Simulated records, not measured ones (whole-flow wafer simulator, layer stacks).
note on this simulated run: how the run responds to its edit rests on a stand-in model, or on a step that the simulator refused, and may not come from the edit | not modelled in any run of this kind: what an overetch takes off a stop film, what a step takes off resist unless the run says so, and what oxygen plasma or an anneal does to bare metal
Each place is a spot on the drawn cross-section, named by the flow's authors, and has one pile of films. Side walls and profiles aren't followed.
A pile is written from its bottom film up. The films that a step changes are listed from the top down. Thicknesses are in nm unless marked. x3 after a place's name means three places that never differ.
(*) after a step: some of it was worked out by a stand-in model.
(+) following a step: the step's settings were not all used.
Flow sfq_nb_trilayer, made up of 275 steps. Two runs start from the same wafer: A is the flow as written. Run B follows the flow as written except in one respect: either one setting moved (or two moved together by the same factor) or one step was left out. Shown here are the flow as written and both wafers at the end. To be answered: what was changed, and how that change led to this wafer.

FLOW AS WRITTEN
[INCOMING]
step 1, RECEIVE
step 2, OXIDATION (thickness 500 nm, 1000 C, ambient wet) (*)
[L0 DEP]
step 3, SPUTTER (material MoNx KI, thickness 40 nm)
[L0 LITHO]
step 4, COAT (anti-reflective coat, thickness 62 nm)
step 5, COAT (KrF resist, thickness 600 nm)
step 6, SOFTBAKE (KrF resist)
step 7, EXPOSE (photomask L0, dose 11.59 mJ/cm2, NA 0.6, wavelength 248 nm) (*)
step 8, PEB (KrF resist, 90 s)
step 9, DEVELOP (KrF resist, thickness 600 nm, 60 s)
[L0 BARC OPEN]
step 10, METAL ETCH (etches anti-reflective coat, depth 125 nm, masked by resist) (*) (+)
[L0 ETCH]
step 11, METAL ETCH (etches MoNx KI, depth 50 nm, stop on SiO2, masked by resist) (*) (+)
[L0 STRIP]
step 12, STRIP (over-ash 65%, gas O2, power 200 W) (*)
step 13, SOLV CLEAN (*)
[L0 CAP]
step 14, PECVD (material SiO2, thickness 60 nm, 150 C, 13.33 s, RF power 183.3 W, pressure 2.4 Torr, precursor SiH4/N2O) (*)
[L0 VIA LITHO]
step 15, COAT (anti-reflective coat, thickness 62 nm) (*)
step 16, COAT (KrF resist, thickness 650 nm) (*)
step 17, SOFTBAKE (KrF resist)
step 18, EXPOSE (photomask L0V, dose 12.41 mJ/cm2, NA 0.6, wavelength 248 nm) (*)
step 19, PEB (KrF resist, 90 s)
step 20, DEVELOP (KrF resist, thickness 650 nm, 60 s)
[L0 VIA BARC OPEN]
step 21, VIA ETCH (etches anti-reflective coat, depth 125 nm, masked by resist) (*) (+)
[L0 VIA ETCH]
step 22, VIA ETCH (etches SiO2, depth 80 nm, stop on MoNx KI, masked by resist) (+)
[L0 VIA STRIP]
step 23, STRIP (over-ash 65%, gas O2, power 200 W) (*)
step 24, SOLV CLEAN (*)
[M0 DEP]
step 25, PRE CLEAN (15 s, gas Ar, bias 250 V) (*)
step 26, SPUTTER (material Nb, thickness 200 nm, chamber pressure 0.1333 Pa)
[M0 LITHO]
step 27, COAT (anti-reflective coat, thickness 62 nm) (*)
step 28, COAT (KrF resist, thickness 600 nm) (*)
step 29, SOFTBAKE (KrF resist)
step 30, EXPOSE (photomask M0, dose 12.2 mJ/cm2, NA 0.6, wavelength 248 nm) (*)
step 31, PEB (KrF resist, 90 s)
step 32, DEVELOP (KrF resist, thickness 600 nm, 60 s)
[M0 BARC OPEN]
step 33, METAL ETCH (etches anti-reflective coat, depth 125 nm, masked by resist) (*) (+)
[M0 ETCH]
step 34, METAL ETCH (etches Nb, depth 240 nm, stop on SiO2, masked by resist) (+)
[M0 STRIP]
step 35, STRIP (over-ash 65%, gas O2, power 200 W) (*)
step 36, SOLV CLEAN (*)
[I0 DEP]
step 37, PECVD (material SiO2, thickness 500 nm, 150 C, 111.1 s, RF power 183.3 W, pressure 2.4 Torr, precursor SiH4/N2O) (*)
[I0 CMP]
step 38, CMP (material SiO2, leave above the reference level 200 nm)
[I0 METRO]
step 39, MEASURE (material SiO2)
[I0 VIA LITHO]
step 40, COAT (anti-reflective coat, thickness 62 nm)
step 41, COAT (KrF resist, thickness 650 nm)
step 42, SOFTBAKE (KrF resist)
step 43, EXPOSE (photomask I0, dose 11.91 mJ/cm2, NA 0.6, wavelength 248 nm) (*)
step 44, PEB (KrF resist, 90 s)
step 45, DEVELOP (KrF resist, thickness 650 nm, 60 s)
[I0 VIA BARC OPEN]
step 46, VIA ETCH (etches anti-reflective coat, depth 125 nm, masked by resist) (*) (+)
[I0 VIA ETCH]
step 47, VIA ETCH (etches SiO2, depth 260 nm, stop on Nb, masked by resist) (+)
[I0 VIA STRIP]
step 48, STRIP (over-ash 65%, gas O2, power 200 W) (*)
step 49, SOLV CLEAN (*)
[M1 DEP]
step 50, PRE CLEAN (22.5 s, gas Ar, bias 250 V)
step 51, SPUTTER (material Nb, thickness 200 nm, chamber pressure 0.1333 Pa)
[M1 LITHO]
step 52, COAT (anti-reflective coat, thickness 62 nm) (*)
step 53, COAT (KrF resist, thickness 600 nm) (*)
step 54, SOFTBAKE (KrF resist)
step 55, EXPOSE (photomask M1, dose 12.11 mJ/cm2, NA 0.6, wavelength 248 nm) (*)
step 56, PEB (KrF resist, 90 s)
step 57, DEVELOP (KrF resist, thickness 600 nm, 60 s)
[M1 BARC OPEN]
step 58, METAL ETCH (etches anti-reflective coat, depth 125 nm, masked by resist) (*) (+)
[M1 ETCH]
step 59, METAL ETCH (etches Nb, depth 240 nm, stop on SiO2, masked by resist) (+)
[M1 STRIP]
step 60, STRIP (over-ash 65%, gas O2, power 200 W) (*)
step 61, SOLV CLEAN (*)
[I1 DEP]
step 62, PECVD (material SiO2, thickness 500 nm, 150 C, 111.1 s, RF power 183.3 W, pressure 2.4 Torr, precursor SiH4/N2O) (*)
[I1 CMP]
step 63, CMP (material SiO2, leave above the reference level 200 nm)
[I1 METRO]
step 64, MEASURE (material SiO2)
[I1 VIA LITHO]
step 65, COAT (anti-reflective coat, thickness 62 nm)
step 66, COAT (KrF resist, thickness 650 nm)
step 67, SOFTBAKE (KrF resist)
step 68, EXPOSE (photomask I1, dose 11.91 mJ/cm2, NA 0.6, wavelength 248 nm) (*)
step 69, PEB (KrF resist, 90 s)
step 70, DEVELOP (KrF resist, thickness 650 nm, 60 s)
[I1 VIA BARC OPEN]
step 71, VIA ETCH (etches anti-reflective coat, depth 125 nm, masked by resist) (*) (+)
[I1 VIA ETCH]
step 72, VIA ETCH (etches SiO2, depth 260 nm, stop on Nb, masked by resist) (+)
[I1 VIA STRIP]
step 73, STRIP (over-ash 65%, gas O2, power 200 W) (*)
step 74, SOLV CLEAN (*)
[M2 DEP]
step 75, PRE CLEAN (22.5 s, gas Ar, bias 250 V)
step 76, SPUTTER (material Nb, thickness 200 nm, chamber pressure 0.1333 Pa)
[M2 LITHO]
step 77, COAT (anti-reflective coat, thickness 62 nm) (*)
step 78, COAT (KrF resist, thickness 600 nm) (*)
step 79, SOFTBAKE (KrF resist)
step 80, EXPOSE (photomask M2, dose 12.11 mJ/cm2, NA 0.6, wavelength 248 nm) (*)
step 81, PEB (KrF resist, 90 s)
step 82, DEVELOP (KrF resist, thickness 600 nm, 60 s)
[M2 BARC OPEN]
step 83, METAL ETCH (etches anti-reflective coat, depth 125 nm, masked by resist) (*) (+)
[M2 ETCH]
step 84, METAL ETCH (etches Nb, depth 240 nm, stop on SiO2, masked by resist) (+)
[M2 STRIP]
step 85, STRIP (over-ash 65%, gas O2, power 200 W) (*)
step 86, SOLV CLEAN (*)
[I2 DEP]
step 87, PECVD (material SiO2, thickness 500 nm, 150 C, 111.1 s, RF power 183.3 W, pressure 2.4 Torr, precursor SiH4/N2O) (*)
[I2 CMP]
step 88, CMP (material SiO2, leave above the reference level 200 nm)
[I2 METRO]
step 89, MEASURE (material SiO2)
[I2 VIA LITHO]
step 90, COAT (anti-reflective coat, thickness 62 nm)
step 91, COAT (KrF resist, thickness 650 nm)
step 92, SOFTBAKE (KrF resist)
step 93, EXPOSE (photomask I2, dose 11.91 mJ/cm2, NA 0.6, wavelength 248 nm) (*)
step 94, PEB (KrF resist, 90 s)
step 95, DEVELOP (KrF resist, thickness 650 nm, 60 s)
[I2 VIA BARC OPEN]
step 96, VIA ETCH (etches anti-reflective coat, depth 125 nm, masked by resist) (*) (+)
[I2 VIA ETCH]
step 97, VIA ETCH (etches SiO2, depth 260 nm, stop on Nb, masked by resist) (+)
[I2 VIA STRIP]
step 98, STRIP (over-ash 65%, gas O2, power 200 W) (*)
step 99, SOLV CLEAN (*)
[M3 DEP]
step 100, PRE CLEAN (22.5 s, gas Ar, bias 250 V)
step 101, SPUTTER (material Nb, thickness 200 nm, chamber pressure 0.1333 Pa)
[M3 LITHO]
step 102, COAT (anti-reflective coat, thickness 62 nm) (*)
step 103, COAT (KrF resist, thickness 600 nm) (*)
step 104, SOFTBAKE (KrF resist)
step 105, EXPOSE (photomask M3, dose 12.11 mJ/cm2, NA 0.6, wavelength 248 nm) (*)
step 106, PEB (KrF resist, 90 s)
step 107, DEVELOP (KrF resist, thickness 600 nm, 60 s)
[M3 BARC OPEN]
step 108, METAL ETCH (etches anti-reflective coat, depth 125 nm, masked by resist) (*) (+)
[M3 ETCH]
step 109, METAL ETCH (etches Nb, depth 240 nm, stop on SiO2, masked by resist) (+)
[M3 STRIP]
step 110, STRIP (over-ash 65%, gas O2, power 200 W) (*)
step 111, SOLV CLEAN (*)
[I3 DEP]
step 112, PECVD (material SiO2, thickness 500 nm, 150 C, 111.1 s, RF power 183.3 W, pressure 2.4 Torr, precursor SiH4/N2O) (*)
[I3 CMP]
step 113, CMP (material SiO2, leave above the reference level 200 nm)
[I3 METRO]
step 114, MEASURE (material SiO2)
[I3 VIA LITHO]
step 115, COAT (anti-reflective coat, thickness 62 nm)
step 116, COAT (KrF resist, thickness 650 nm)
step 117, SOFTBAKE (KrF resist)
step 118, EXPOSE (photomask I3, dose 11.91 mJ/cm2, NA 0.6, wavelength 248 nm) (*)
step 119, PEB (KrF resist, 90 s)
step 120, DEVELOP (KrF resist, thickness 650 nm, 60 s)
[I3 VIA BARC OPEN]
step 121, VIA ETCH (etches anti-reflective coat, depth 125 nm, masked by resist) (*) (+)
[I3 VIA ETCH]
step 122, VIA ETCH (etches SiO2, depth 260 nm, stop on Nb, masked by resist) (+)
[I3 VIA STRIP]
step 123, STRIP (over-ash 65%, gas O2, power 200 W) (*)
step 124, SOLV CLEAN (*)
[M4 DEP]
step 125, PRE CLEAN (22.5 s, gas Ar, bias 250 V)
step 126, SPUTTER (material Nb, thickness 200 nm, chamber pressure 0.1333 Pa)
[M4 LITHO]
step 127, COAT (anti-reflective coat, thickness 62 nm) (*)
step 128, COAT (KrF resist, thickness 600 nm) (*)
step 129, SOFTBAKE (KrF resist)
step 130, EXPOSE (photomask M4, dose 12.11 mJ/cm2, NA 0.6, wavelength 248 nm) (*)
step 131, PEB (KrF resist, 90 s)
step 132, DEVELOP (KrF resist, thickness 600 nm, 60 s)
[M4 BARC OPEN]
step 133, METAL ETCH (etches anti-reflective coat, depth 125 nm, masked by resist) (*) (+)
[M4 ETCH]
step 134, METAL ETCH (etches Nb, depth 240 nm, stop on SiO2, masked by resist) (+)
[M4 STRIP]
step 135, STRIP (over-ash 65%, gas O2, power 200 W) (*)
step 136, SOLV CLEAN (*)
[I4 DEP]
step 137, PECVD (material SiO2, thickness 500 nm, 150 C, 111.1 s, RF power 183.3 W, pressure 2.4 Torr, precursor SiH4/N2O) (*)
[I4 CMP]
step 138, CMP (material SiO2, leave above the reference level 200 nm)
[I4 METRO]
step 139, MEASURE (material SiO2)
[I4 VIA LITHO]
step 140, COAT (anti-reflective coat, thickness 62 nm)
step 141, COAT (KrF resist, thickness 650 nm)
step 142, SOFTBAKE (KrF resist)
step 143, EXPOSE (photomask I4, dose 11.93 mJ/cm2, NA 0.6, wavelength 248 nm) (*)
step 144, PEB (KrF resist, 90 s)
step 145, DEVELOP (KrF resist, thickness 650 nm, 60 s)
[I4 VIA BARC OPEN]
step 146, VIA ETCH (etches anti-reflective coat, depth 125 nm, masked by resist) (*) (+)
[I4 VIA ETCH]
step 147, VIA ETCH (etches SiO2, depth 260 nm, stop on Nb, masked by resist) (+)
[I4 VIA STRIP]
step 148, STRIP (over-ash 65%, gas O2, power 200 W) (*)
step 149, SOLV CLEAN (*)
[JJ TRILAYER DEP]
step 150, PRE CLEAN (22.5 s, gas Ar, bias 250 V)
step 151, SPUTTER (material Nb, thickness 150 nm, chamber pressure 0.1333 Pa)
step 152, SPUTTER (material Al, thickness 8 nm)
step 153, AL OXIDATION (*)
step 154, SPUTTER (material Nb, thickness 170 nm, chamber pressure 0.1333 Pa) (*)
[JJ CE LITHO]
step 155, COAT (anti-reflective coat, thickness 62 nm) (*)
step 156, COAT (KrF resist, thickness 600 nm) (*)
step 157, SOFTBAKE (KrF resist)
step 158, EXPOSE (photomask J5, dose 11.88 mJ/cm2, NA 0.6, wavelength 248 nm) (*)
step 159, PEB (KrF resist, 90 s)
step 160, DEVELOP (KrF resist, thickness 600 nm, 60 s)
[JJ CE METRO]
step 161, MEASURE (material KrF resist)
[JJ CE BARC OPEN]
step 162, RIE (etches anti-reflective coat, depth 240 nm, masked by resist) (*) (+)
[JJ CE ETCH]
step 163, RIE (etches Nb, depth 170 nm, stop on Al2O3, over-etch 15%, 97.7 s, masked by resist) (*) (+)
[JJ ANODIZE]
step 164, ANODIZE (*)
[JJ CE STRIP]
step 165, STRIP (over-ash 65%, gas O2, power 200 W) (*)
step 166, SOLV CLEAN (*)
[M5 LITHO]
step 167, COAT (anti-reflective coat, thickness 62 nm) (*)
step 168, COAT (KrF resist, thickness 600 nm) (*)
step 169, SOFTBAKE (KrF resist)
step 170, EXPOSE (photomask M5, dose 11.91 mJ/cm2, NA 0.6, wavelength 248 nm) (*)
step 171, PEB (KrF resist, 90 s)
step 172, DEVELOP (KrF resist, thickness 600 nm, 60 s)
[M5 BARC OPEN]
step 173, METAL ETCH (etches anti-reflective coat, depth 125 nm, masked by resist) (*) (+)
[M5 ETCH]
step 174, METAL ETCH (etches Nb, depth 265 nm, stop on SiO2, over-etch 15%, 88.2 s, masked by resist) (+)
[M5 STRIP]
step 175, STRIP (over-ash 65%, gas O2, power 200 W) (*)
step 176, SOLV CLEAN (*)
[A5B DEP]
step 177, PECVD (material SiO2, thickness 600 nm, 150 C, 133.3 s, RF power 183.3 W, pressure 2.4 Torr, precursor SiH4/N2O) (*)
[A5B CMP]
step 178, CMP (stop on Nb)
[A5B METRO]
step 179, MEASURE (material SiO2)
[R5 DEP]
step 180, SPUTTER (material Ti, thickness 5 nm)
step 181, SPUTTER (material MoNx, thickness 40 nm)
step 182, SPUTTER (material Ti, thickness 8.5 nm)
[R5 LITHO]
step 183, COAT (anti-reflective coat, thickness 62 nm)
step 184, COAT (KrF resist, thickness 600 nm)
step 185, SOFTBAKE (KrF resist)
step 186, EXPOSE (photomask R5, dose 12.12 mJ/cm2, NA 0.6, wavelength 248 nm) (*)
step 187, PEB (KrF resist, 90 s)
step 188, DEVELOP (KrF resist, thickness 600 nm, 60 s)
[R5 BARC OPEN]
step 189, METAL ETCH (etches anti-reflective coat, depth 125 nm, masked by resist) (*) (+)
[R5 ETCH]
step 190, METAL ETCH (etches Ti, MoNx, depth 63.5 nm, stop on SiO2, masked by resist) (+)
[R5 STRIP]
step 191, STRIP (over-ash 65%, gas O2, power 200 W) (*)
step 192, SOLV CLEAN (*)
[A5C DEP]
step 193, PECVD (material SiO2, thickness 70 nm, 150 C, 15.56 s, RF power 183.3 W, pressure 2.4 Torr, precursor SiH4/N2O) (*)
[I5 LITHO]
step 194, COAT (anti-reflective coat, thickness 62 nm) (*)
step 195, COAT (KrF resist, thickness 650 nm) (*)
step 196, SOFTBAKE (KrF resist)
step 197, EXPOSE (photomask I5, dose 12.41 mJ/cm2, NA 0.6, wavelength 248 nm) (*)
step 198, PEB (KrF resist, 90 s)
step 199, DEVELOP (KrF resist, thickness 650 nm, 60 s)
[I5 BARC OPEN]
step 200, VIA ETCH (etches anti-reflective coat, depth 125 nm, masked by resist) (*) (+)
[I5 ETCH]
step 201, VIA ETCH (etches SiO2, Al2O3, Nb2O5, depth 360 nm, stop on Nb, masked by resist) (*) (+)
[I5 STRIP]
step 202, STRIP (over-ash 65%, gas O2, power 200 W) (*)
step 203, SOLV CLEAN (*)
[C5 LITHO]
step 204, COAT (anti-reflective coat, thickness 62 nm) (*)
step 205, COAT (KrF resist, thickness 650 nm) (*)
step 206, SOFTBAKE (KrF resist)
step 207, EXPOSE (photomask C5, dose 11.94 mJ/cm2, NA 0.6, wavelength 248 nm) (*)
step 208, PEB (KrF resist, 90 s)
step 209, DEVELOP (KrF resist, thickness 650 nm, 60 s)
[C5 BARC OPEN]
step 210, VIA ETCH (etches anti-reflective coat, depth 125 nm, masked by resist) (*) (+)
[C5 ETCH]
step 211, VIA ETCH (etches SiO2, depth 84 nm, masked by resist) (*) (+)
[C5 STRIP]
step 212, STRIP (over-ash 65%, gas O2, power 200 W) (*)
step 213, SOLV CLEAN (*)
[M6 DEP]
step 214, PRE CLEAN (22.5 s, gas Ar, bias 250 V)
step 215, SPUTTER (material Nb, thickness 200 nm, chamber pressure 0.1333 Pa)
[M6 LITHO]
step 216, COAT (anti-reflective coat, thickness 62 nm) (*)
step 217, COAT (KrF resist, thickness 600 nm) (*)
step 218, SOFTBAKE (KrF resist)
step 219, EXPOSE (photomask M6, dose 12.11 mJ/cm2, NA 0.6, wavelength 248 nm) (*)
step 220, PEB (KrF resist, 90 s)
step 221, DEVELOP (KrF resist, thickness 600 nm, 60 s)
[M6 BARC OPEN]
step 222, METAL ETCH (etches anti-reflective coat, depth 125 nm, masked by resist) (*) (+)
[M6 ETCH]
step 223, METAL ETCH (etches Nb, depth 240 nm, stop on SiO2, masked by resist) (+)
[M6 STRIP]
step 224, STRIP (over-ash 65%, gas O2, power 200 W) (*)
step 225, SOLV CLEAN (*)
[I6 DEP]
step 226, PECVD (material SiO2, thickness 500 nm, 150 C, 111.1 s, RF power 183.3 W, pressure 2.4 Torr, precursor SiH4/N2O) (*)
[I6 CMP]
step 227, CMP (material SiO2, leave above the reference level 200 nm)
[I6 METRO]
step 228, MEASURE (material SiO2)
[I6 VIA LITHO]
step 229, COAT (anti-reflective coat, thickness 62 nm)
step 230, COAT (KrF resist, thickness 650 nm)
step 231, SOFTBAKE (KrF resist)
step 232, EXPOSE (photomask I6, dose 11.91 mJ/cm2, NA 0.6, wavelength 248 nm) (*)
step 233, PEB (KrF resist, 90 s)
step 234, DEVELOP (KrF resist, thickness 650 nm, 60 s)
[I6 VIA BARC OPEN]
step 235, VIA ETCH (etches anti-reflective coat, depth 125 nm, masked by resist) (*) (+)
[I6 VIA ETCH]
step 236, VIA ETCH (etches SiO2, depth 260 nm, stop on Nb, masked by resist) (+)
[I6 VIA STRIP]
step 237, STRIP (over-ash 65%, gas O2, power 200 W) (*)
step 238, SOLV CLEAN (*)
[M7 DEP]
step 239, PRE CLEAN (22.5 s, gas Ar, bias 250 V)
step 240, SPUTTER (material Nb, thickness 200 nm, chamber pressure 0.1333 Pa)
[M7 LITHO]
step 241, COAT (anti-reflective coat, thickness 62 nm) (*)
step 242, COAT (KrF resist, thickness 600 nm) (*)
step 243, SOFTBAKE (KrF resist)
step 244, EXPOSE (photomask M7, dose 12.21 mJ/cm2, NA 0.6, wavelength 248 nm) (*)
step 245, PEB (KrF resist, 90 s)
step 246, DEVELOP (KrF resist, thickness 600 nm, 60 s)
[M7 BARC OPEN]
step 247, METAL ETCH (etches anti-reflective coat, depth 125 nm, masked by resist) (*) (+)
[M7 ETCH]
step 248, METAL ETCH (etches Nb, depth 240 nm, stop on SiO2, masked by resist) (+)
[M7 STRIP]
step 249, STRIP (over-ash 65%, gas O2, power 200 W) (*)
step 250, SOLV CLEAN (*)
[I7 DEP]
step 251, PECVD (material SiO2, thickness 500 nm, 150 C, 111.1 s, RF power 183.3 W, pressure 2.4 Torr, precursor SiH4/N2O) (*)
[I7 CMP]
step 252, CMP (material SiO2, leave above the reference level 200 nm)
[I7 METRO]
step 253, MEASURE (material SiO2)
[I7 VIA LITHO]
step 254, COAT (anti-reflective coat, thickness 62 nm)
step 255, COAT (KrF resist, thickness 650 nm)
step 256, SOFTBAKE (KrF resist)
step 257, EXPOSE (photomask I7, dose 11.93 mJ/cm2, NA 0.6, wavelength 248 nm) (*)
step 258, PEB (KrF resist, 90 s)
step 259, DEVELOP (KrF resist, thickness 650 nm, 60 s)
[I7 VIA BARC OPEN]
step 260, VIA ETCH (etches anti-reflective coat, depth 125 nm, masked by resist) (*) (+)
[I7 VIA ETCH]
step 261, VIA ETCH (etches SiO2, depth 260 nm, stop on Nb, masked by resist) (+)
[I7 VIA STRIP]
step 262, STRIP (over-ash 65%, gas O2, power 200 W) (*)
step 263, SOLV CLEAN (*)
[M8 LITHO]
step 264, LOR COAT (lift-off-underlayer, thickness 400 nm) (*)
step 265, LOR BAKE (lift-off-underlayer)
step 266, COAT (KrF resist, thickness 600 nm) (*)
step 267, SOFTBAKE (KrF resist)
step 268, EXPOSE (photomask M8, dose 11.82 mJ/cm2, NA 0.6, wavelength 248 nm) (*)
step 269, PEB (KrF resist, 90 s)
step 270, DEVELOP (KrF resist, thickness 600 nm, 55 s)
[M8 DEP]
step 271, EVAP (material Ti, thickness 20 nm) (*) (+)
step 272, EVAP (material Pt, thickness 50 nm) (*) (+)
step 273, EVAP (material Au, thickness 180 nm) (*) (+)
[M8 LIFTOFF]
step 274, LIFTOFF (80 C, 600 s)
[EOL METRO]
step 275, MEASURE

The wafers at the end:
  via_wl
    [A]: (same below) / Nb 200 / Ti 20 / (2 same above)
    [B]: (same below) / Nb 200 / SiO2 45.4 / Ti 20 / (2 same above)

What caused this: step 261, VIA ETCH: depth 154.4 nm was run, while the flow as written has depth 260 nm.

Step by step, how the change led to this:
  step 261, VIA ETCH (etches SiO2, depth 260 nm, stop on Nb, masked by resist) (+)
      via_wl, via_w, via_wr: A -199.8 SiO2 (all of it) | B -154.4 SiO2
      field_l, v_sur, via_sp and 100 more: A -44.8 KrF resist | B -26.6 KrF resist
  step 262, STRIP (over-ash 65%, gas O2, power 200 W) (*)
      field_l, v_sur, via_sp and 100 more: A -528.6 KrF resist (all of it), -62 anti-reflective coat (all of it) | B -546.8 KrF resist (all of it), -62 anti-reflective coat (all of it)
  step 264, LOR COAT (lift-off-underlayer, thickness 400 nm) (*)
      via_wl, via_wr: A +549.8 lift-off-underlayer (new film) | B +515.7 lift-off-underlayer (new film)
      via_w: A +536.4 lift-off-underlayer (new film) | B +505.4 lift-off-underlayer (new film)
  step 270, DEVELOP (KrF resist, thickness 600 nm, 55 s)
      via_wl: A -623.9 KrF resist (all of it), -549.8 lift-off-underlayer (all of it) | B -618.1 KrF resist (all of it), -515.7 lift-off-underlayer (all of it)
      via_w: A -635.4 KrF resist (all of it), -536.4 lift-off-underlayer (all of it) | B -627.1 KrF resist (all of it), -505.4 lift-off-underlayer (all of it)
      (and at 1 other place as well)
Taking metal films that touch as one body, via_wl has 8 bodies (between them, from the top down: SiO2 45.4; SiO2 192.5; SiO2 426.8 / Al2O3 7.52 / Nb2O5 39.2; SiO2 192.5; SiO2 192.5; SiO2 192.5; SiO2 192.5); the flow as written gives 7 bodies (between them, from the top down: SiO2 192.5; SiO2 426.8 / Al2O3 7.52 / Nb2O5 39.2; SiO2 192.5; SiO2 192.5; SiO2 192.5; SiO2 192.5).
